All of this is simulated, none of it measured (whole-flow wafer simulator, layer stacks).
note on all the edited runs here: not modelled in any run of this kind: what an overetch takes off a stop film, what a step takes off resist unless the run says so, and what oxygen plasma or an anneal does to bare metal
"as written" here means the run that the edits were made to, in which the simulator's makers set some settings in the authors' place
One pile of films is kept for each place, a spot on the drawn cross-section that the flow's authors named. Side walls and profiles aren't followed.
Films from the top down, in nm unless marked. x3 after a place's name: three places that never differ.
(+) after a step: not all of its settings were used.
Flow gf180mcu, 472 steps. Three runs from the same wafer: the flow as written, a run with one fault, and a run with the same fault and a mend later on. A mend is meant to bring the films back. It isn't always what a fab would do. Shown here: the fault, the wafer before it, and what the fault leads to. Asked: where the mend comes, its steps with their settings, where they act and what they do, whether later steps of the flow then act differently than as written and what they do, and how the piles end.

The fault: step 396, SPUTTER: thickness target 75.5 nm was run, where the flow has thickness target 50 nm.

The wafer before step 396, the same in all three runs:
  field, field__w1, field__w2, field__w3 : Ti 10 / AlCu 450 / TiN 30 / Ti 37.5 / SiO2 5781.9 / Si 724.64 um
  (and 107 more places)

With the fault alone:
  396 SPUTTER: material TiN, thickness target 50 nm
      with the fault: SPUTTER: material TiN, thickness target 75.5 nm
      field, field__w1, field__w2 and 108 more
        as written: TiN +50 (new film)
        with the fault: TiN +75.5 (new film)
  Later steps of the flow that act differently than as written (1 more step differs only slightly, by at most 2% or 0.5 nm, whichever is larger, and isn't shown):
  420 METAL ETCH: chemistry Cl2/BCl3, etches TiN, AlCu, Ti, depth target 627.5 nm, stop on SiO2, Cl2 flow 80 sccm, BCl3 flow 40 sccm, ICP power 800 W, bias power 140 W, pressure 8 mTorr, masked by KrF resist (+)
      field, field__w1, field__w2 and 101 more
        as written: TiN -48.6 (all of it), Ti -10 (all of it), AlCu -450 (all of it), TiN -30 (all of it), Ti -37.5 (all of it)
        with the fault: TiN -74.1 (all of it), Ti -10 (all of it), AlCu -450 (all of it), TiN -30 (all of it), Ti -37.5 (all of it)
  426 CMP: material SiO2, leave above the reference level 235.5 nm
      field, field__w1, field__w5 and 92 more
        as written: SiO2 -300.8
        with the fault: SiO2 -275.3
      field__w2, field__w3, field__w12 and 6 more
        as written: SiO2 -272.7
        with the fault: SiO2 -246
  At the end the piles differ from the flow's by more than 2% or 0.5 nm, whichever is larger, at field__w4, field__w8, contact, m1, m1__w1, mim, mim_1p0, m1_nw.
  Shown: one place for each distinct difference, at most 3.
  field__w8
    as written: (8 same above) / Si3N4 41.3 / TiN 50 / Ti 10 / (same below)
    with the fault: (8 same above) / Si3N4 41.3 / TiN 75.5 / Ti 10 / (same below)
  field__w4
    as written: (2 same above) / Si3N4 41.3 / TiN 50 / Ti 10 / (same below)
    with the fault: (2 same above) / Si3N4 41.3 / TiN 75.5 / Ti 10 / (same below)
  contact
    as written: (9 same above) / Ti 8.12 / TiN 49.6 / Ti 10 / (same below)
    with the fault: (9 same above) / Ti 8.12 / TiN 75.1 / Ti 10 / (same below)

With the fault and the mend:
  The mend comes after step 396.
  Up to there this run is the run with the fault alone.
  396a METAL ETCH: chemistry Cl2/BCl3, etches TiN, AlCu, Ti, depth target 25.5 nm, Cl2 flow 80 sccm, BCl3 flow 40 sccm, ICP power 800 W, bias power 140 W, pressure 8 mTorr (the flow's step 260 once more, with other settings)
      field, field__w1, field__w2 and 108 more
        TiN -25.5
  No later step of the flow acts differently than as written at any place that is followed.
  At the end the piles are the same as the flow's at every place that both follow.
